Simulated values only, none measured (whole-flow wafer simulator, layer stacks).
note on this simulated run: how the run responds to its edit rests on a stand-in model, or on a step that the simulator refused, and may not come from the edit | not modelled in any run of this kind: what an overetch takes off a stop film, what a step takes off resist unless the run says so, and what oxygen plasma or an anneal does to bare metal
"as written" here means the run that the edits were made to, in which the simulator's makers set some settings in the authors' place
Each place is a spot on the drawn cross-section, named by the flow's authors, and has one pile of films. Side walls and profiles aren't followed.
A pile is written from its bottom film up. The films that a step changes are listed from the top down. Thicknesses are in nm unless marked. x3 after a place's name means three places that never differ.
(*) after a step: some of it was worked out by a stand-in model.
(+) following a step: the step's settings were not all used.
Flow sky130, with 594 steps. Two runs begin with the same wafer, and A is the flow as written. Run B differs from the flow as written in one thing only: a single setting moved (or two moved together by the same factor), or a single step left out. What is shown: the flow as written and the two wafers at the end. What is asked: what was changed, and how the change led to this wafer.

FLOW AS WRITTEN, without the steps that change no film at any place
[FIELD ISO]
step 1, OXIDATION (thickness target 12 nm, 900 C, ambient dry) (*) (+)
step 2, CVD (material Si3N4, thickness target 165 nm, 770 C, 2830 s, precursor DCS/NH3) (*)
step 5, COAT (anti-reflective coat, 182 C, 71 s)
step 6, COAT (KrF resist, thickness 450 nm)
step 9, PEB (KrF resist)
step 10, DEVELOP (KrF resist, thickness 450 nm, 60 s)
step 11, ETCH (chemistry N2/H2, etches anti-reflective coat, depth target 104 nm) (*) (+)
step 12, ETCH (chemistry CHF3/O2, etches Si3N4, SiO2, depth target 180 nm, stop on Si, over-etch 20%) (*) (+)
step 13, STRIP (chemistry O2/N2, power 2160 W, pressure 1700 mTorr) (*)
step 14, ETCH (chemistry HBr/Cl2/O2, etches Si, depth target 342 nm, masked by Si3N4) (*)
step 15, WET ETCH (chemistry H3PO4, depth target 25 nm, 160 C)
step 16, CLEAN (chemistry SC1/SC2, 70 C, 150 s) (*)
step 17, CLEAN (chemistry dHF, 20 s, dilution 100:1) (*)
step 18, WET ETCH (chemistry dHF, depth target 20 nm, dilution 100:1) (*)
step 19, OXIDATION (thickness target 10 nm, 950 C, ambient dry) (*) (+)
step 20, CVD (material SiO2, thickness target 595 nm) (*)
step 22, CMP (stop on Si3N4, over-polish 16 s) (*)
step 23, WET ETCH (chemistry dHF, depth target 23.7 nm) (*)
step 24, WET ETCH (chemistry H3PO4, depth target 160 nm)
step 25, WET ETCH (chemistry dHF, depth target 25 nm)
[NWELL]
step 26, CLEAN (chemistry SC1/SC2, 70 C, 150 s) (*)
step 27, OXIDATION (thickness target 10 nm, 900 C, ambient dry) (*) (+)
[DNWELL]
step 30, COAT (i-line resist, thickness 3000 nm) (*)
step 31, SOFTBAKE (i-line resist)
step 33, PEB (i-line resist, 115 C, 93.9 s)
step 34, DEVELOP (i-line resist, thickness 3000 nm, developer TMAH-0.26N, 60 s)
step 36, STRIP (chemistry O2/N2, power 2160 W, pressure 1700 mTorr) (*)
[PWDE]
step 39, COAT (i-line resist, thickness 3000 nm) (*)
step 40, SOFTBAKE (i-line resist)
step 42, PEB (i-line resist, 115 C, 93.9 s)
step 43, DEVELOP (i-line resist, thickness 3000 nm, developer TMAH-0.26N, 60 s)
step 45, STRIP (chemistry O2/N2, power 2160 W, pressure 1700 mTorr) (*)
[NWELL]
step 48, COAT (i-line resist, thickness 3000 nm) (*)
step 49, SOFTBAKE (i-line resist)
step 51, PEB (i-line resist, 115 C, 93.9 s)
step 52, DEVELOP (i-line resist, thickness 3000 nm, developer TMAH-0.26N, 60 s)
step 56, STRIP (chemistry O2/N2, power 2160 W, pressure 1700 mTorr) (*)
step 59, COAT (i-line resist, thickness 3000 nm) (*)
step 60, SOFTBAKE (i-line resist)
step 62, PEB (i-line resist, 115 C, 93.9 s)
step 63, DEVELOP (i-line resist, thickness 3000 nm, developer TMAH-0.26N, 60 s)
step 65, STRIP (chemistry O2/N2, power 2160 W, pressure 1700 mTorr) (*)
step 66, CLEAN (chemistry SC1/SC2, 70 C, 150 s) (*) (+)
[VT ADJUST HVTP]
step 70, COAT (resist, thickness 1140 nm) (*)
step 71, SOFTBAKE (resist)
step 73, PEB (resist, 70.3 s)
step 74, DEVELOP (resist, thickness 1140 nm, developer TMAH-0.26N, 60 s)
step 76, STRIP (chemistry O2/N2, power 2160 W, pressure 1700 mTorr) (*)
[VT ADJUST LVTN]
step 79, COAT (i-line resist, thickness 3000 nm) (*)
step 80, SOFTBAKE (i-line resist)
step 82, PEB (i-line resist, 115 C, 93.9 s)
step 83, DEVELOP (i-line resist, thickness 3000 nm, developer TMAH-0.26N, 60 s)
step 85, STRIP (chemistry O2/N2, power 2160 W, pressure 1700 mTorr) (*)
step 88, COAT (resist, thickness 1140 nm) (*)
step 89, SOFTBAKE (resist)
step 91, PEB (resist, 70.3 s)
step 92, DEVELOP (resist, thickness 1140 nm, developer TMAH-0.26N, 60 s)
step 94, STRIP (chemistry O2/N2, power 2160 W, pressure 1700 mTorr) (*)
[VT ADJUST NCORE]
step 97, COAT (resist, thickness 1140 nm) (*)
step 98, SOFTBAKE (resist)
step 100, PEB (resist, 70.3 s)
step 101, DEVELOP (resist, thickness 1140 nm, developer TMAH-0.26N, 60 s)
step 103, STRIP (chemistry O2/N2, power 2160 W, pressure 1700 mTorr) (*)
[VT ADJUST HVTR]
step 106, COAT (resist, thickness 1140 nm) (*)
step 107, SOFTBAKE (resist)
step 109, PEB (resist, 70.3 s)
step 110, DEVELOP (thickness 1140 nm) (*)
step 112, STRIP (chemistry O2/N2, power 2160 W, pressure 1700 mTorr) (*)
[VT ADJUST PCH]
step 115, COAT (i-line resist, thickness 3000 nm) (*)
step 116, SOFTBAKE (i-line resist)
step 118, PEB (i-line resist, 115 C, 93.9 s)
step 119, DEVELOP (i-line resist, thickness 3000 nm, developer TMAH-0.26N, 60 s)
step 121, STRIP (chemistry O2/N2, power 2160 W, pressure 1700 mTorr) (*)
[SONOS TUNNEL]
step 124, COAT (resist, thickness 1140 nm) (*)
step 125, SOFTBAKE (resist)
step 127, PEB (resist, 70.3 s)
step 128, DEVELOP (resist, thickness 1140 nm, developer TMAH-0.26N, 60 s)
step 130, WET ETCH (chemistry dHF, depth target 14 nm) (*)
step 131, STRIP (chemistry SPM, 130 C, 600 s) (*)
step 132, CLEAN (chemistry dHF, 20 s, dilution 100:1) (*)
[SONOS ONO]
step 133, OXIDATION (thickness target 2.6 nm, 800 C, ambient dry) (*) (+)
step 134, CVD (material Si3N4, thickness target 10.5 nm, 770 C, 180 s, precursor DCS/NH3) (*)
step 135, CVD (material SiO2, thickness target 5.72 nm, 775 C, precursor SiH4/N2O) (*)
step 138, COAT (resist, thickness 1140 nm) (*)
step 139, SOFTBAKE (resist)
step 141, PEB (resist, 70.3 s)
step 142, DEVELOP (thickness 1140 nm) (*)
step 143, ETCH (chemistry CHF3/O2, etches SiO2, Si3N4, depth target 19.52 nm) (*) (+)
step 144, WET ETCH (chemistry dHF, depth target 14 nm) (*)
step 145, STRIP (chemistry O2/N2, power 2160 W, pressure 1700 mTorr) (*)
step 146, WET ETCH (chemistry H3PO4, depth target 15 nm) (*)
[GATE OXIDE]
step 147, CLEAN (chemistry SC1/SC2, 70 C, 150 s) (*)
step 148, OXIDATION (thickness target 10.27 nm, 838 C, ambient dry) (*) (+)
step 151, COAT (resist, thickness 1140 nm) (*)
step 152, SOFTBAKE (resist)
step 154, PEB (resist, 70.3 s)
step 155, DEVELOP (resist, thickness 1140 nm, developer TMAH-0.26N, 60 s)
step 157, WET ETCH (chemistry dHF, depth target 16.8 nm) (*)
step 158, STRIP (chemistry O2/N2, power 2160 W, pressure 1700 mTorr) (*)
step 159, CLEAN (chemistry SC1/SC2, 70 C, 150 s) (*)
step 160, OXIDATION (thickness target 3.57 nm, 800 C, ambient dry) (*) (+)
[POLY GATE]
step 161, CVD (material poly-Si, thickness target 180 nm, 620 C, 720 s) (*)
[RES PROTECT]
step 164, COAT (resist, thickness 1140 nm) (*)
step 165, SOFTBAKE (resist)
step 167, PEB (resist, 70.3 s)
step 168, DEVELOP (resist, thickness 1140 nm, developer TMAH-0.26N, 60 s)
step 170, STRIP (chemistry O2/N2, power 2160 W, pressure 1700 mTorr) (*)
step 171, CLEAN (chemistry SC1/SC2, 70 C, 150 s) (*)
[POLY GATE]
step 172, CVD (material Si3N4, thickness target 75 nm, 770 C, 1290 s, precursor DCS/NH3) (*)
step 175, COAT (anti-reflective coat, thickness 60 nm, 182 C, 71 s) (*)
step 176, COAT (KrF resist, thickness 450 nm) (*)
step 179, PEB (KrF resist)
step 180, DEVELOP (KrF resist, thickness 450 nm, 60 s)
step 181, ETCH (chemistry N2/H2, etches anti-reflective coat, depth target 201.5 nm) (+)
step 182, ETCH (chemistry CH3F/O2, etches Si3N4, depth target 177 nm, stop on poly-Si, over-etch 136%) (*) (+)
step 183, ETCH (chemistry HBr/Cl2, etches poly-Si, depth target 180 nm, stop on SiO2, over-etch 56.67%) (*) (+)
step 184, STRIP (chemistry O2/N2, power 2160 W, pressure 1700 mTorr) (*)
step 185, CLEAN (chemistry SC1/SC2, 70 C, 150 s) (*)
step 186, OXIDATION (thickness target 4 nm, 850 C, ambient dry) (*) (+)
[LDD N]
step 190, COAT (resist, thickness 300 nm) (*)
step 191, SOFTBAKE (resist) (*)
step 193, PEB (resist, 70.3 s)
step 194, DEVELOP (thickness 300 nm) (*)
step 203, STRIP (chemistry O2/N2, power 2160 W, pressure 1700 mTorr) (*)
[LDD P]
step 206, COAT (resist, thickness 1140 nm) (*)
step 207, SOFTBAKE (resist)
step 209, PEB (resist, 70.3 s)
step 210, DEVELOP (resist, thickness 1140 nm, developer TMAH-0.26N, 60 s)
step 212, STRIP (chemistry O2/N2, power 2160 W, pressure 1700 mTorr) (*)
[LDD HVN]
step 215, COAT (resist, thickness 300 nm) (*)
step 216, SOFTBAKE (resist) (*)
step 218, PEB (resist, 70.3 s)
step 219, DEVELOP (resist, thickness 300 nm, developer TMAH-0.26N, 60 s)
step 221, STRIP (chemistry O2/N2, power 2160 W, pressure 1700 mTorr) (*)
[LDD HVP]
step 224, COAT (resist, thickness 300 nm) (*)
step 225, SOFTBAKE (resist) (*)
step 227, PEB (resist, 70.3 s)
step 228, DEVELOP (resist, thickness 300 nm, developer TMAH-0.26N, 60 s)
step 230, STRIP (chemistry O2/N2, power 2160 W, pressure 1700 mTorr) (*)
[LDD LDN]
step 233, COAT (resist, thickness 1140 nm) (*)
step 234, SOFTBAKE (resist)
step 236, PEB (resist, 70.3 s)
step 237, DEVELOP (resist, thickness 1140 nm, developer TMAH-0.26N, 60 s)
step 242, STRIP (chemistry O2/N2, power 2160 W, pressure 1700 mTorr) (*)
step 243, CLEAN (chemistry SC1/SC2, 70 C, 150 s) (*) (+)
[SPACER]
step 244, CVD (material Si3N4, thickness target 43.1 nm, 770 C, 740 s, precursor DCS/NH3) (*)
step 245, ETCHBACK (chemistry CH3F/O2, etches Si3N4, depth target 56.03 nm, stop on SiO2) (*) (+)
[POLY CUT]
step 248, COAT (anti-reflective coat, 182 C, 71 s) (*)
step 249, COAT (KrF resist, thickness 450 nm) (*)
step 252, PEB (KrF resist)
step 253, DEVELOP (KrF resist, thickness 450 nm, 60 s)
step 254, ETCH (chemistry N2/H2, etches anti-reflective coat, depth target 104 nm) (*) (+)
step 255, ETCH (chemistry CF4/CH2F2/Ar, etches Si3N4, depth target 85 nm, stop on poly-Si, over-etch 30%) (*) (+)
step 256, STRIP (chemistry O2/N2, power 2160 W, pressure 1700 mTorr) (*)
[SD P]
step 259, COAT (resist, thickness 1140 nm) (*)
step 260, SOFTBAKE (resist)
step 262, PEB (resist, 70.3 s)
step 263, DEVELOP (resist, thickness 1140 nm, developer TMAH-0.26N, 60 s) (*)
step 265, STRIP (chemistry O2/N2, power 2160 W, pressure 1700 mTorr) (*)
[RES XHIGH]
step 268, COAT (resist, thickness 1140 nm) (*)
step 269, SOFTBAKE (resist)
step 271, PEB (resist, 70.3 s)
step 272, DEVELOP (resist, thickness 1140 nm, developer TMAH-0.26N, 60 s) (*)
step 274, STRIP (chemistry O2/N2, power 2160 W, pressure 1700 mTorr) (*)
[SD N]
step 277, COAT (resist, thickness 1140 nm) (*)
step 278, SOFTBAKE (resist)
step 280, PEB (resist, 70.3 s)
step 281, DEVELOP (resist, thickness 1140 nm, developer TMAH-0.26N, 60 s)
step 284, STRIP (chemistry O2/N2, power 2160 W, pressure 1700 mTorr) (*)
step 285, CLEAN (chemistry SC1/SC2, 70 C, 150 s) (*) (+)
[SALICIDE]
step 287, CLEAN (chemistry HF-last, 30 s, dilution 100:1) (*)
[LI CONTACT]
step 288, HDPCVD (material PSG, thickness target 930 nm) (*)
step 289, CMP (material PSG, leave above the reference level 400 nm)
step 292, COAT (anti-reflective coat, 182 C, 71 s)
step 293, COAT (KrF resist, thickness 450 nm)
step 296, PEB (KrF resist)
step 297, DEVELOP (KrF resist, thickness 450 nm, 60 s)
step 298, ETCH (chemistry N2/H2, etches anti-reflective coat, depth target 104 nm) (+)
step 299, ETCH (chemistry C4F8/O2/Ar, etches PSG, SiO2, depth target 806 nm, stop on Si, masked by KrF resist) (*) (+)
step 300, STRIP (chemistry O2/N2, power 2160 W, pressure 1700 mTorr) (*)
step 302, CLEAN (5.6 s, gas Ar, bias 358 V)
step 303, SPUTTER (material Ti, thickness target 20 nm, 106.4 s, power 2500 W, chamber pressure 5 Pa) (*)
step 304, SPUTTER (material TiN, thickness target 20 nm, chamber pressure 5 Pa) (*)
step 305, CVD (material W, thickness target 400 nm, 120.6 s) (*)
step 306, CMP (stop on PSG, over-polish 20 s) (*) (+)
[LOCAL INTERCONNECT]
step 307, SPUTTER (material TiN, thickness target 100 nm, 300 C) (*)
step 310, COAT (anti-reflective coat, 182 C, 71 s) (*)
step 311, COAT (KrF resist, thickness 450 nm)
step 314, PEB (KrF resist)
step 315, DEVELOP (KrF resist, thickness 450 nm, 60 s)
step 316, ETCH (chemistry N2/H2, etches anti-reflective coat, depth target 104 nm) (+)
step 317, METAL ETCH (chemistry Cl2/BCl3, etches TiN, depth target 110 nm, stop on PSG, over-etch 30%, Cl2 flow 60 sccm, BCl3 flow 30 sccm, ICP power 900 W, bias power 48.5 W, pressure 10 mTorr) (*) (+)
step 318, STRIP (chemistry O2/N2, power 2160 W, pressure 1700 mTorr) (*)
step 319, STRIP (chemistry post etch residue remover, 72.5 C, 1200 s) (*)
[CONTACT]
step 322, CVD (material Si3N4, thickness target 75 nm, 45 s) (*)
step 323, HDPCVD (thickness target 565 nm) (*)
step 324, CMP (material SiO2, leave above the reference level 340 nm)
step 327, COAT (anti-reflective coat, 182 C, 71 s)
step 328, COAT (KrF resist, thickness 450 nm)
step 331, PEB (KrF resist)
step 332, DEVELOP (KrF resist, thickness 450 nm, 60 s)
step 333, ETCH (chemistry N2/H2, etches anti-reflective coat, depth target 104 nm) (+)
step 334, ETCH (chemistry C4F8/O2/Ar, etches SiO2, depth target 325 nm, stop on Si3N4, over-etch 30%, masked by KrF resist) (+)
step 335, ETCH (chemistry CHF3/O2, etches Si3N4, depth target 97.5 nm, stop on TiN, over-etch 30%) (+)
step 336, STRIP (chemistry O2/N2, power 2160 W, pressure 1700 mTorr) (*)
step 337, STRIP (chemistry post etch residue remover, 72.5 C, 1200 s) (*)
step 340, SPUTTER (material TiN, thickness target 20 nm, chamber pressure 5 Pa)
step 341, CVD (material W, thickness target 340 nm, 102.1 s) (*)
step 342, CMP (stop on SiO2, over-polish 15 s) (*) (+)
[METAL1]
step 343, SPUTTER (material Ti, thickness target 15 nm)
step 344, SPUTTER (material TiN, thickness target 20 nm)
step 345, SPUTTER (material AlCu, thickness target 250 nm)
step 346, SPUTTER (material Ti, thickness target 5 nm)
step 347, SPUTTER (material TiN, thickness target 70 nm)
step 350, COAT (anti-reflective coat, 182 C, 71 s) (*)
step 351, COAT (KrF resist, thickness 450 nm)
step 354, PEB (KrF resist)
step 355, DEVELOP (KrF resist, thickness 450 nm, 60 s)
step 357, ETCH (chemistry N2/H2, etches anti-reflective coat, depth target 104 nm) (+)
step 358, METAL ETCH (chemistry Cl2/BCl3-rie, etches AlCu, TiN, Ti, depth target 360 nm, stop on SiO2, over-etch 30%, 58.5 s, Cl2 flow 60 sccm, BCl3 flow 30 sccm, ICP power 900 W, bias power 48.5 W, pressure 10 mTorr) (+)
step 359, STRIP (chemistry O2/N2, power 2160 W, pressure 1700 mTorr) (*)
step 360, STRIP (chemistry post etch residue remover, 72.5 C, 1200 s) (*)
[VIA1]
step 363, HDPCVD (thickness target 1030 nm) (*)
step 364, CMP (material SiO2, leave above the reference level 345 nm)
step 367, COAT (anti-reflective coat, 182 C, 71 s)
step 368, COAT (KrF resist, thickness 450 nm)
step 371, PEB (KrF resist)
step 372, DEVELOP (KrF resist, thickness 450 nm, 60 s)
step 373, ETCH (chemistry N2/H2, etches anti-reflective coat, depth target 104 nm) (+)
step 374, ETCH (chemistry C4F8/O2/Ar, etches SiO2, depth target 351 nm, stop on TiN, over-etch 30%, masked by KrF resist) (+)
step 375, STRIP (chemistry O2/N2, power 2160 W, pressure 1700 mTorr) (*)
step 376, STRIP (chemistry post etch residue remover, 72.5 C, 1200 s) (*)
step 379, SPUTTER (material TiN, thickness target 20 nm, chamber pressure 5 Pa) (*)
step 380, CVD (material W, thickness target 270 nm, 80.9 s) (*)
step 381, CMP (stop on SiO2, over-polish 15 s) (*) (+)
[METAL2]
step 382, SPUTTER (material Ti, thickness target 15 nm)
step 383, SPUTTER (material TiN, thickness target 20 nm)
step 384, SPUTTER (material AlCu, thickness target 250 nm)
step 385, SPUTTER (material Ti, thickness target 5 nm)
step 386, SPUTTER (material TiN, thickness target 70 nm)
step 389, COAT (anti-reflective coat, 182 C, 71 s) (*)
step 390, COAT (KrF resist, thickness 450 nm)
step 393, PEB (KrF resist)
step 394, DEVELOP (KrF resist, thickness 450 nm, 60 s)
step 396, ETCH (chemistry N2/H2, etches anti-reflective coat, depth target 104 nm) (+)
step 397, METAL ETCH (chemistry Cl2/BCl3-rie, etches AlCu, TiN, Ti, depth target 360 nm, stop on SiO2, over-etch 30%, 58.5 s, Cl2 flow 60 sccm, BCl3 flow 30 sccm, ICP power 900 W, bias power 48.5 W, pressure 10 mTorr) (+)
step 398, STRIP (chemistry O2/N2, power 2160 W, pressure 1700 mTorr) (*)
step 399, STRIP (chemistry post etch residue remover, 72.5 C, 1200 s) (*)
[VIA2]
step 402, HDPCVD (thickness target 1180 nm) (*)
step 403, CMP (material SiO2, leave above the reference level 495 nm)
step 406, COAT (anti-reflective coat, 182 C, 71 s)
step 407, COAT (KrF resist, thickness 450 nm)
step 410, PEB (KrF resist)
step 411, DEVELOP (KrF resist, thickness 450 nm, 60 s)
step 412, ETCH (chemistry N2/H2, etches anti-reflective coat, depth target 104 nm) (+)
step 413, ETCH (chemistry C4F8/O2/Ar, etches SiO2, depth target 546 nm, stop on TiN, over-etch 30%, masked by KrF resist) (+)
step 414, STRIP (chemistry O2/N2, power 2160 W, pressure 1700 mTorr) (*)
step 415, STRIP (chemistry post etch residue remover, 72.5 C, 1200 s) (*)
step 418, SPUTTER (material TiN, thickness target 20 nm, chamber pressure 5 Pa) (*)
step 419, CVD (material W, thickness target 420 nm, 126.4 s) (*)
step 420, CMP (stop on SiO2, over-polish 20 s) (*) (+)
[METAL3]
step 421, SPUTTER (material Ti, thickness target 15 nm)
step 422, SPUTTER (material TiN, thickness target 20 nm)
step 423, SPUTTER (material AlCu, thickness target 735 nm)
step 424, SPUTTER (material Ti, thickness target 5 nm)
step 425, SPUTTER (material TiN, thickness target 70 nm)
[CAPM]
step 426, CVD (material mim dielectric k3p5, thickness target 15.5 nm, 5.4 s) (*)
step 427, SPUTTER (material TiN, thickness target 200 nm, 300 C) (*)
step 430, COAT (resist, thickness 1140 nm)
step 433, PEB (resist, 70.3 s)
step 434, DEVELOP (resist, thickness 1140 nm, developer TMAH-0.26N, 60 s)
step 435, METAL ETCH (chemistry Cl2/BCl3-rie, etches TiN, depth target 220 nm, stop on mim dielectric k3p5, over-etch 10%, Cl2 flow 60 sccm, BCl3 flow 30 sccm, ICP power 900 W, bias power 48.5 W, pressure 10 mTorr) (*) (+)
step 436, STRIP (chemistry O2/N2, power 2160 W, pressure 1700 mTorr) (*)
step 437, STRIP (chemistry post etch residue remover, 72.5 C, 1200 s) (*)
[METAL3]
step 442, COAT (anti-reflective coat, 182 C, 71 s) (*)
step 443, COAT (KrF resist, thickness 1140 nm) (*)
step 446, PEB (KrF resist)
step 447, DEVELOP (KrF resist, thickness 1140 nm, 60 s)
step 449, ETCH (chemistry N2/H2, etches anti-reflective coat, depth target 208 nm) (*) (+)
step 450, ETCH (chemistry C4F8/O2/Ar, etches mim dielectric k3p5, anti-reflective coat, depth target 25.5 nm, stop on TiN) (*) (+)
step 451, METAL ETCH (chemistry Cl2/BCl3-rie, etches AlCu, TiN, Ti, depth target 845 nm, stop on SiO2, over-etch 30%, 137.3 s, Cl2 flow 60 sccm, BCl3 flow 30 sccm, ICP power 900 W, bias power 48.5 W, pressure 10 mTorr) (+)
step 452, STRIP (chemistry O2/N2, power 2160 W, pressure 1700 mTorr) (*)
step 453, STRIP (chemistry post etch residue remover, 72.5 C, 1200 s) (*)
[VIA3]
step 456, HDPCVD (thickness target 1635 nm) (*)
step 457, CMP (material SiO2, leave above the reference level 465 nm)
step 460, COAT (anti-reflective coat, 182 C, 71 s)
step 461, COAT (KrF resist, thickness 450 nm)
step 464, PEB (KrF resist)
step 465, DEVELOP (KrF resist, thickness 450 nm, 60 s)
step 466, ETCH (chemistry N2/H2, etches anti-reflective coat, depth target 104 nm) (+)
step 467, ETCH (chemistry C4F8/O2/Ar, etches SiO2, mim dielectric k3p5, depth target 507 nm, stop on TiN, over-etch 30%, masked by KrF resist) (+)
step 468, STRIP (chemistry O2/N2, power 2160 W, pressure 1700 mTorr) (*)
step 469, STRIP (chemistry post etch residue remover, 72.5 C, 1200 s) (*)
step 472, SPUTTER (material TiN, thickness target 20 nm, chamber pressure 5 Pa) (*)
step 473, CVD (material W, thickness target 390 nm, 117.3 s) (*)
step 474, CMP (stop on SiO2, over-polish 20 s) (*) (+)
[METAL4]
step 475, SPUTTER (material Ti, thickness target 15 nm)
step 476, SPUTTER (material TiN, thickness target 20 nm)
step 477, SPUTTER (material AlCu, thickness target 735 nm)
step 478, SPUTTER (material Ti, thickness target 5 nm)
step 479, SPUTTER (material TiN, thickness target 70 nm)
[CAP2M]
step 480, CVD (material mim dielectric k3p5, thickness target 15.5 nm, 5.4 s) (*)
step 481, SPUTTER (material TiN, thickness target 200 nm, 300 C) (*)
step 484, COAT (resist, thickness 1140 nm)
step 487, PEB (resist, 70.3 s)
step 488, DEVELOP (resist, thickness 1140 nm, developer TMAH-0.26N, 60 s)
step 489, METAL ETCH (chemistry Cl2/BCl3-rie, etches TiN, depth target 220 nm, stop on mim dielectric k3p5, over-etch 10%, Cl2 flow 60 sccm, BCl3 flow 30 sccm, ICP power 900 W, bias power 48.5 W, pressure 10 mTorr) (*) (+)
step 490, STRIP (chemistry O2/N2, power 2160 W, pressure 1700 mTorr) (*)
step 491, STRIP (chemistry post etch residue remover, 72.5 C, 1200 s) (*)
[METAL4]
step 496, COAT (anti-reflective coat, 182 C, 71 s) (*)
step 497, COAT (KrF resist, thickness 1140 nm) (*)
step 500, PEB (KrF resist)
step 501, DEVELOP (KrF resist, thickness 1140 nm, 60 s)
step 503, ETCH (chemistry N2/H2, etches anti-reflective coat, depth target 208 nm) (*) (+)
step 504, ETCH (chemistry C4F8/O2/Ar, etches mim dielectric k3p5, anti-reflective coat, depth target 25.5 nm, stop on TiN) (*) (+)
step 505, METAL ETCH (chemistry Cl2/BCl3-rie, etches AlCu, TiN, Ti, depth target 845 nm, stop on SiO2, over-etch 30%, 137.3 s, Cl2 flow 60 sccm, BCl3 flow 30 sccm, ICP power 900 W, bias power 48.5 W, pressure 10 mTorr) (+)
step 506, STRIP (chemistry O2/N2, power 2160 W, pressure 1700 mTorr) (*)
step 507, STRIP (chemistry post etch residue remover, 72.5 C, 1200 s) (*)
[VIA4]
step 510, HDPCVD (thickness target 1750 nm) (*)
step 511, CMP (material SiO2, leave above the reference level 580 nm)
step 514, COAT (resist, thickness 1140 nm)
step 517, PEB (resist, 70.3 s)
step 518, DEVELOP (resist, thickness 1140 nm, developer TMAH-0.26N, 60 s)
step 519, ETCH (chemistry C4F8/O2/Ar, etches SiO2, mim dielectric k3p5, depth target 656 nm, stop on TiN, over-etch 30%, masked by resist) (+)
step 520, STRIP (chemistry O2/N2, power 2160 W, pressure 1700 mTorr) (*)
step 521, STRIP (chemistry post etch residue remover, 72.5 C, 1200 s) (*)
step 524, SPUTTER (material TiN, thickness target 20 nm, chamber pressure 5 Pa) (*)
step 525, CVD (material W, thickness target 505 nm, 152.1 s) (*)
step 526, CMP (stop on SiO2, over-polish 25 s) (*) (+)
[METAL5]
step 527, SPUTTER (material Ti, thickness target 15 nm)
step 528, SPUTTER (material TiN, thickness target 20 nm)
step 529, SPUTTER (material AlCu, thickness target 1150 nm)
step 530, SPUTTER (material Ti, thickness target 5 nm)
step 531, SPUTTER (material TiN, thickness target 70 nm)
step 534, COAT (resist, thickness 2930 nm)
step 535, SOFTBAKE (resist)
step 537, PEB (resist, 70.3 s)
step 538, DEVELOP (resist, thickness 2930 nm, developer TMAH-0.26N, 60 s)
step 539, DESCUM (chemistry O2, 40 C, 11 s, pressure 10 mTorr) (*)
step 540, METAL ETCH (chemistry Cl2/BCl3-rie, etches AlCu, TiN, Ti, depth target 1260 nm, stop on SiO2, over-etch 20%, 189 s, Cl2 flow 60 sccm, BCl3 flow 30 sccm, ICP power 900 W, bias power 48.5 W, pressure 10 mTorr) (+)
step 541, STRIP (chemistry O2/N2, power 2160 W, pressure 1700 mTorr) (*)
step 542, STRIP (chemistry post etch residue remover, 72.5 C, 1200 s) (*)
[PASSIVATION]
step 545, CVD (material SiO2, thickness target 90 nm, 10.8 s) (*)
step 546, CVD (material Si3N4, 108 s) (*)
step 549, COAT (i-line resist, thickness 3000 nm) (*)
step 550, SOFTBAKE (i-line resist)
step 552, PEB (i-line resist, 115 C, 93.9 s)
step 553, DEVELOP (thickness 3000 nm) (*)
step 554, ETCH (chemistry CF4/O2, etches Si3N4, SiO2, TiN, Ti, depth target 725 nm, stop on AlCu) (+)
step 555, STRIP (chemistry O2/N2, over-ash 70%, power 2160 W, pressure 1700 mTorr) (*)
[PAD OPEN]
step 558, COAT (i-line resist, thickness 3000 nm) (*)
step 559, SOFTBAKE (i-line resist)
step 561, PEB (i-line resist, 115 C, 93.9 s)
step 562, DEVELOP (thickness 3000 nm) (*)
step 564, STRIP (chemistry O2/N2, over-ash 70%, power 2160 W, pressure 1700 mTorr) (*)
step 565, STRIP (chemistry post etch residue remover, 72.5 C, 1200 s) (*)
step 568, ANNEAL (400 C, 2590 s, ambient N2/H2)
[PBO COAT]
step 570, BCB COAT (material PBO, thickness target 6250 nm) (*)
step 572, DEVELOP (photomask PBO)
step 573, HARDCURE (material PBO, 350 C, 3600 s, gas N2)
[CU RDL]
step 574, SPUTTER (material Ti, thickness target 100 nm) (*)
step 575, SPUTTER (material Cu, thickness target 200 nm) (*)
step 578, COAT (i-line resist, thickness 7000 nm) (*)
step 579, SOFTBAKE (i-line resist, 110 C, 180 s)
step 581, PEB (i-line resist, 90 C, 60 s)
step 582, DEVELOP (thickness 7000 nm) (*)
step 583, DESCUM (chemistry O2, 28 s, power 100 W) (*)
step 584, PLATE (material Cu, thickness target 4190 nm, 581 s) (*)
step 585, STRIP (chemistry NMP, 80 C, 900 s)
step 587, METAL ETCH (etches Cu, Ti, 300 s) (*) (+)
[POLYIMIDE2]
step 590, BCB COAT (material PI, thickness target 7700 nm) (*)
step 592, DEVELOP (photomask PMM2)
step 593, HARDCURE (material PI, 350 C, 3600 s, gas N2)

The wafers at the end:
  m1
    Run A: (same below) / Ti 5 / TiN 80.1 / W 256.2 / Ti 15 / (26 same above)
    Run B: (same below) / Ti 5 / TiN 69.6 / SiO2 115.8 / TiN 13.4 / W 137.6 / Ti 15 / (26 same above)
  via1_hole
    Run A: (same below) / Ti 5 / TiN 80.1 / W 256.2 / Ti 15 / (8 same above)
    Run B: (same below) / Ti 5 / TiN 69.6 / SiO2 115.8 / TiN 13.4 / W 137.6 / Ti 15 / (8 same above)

Cause: step 374, ETCH: depth target 154 nm was run, though the flow has depth target 351 nm.

How this came from the change, step by step:
  step 374, ETCH (chemistry C4F8/O2/Ar, etches SiO2, depth target 351 nm, stop on TiN, over-etch 30%, masked by KrF resist) (+)
      m1, via1_hole: A SiO2 loses 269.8 (all of it) | B SiO2 loses 154
      field, active, n_well and 186 more: A KrF resist loses 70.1 | B KrF resist loses 30.8
  step 375, STRIP (chemistry O2/N2, power 2160 W, pressure 1700 mTorr) (*)
      field, active, n_well and 186 more: A KrF resist loses 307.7 (all of it), anti-reflective coat loses 80 (all of it) | B KrF resist loses 347 (all of it), anti-reflective coat loses 80 (all of it)
  step 379, SPUTTER (material TiN, thickness target 20 nm, chamber pressure 5 Pa) (*)
      m1: A TiN gains 11 | B TiN gains 13.4 (new film)
      via1_hole: A TiN gains 10.9 | B TiN gains 13.4 (new film)
  step 380, CVD (material W, thickness target 270 nm, 80.9 s) (*)
      m1, via1_hole: A W gains 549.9 (new film) | B W gains 431.2 (new film)
If metal films that touch count as one body, m1 has 3 bodies (between them, from the top down: SiO2 115.8; SiO2 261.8 / Si3N4 75); the flow as written gives 2 bodies (between them, from the top down: SiO2 261.8 / Si3N4 75).
If metal films that touch count as one body, via1_hole has 2 bodies (between them, from the top down: SiO2 115.8); the flow as written gives 1 body.
